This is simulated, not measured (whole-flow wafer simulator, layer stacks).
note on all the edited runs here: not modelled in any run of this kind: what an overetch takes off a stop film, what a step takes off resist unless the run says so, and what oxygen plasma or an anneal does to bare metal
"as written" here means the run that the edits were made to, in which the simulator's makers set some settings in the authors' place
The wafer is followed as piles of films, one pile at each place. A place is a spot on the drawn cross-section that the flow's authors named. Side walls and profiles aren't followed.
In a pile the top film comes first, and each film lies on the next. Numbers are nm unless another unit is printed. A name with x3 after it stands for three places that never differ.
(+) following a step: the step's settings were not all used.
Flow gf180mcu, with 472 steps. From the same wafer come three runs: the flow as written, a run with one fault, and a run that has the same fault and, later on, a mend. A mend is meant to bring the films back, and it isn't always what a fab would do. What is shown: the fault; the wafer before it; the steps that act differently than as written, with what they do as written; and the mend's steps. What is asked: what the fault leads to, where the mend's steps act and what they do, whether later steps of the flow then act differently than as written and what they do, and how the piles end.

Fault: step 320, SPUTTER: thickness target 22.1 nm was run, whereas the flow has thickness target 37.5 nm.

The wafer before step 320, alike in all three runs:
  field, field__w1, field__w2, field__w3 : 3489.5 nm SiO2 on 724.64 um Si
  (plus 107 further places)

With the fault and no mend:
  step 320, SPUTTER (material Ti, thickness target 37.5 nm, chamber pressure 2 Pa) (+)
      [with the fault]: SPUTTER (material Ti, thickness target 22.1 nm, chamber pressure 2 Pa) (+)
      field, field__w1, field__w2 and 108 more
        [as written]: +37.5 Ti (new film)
        [with the fault]: +22.1 Ti (new film)
  Steps later in the flow that act otherwise than as written:
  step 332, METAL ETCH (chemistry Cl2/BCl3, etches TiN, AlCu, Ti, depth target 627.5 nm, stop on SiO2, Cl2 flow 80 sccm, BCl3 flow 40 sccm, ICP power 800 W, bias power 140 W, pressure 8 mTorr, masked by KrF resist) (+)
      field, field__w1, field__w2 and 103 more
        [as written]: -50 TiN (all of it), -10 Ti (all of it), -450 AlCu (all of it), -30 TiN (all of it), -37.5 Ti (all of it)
        [with the fault]: -50 TiN (all of it), -10 Ti (all of it), -450 AlCu (all of it), -30 TiN (all of it), -22.1 Ti (all of it)
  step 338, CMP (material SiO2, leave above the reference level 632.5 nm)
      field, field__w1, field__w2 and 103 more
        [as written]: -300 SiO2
        [with the fault]: -315.4 SiO2
  The piles end different from the flow's at field__w8, contact, m1, m1__w1, m1_nw by more than 2% or 0.5 nm, whichever is larger.
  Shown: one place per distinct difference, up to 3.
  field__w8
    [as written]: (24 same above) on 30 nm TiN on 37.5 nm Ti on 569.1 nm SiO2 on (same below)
    [with the fault]: (24 same above) on 30 nm TiN on 22.1 nm Ti on 569.1 nm SiO2 on (same below)
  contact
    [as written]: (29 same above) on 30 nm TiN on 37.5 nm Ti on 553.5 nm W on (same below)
    [with the fault]: (29 same above) on 30 nm TiN on 22.1 nm Ti on 553.5 nm W on (same below)

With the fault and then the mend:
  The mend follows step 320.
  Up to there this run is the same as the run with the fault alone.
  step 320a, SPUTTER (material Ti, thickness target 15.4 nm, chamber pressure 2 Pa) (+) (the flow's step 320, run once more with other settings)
      field, field__w1, field__w2 and 108 more
        +15.4 Ti
  Later steps of the flow that are run all act as written at every place that is followed.
  At every place that both follow, the piles at the end match the flow's.
